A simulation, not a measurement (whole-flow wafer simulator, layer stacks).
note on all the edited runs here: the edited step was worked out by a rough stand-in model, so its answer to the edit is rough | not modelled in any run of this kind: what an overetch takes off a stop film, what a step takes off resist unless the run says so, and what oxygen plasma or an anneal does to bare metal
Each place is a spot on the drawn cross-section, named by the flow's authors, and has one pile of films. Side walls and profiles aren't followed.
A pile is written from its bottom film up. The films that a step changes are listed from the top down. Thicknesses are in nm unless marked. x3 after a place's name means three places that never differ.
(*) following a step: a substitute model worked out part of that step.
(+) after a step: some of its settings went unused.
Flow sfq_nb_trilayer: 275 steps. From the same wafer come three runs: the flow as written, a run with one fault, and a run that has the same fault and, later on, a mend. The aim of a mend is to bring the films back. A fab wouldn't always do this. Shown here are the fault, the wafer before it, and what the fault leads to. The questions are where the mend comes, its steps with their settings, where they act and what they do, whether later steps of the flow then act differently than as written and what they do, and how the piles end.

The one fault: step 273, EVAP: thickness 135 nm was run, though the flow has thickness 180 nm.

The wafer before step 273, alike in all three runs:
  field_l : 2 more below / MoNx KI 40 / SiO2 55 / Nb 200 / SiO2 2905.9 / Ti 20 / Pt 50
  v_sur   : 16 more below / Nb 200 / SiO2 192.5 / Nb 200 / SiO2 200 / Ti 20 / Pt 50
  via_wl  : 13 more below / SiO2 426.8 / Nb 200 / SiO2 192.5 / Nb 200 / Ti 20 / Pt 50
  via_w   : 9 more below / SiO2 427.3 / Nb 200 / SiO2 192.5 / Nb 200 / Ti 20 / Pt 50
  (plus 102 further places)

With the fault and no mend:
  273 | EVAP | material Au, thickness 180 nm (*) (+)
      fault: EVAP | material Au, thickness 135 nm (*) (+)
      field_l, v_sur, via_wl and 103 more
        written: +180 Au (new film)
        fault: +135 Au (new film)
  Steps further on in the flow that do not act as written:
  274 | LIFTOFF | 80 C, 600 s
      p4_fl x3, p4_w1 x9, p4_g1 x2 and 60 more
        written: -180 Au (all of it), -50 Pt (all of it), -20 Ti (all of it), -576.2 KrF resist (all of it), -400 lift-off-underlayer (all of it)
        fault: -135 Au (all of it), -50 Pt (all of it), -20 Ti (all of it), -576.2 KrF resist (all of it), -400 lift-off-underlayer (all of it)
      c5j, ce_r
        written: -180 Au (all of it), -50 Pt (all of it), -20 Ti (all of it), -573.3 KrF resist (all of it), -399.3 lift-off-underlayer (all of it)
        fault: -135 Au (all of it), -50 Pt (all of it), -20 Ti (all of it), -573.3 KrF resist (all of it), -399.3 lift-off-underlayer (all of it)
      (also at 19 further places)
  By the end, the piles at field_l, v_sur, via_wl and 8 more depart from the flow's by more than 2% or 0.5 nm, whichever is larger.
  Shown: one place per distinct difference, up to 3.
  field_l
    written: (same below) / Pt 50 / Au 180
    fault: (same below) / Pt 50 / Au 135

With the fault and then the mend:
  The mend follows step 273.
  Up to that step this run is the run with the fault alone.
  273a | EVAP | material Au, thickness 45 nm (*) (+) (the flow's step 273, run once more with other settings)
      field_l, v_sur, via_wl and 103 more
        +45 Au
  Later steps of the flow that are run all act as written at every place that is followed.
  By the end, the piles equal the flow's at every place that both follow.
